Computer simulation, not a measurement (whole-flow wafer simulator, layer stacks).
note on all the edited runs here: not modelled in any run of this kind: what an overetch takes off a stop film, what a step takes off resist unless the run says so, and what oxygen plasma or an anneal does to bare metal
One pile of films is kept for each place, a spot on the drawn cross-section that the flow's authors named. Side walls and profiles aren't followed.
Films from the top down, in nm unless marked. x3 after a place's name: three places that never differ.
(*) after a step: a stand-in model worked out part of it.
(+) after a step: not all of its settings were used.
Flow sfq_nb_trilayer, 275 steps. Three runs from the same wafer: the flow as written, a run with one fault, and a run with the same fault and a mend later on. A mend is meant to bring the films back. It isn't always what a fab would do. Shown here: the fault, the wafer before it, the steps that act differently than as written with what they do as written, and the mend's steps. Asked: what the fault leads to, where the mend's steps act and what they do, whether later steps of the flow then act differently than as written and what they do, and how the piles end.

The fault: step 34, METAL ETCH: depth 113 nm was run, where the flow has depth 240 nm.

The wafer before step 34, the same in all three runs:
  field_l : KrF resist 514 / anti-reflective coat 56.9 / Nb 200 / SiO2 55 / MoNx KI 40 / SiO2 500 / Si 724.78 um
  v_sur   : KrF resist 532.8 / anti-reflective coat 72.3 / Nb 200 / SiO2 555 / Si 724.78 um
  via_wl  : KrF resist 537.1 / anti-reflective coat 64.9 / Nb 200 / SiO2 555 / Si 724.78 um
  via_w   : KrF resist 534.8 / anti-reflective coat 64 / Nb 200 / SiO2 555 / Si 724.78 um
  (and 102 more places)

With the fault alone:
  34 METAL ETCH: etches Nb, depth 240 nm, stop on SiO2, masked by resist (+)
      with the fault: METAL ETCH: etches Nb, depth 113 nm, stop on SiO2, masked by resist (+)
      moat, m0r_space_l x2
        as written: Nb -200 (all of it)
        with the fault: Nb -113
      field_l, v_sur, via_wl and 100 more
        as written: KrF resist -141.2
        with the fault: KrF resist -66.5
  Later steps of the flow that act differently than as written:
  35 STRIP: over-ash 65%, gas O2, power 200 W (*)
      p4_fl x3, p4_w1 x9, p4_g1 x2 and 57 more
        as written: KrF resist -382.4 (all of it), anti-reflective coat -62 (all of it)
        with the fault: KrF resist -457.1 (all of it), anti-reflective coat -62 (all of it)
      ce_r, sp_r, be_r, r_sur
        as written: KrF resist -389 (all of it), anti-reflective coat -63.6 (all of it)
        with the fault: KrF resist -463.7 (all of it), anti-reflective coat -63.6 (all of it)
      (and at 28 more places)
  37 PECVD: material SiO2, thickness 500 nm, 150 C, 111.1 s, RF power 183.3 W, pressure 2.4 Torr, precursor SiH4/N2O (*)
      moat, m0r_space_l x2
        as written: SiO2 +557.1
        with the fault: SiO2 +500 (new film)
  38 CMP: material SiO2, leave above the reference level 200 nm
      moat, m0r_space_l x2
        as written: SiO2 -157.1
        with the fault: SiO2 -187
  At the end the piles differ from the flow's by more than 2% or 0.5 nm, whichever is larger, at moat, m0r_space_l x2.
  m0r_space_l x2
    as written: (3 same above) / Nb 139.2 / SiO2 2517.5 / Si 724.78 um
    with the fault: (3 same above) / Nb 139.2 / SiO2 1875.5 / Nb 87 / SiO2 555 / Si 724.78 um
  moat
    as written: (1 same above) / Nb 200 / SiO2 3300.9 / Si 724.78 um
    with the fault: (1 same above) / Nb 200 / SiO2 2658.9 / Nb 87 / SiO2 555 / Si 724.78 um

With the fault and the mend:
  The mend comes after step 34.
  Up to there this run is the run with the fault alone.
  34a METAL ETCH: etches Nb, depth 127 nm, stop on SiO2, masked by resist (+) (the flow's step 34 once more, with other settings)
      field_l, v_sur, via_wl and 100 more
        KrF resist -74.7
      moat, m0r_space_l x2
        Nb -87 (all of it)
  No later step of the flow acts differently than as written at any place that is followed.
  At the end the piles are the same as the flow's at every place that both follow.
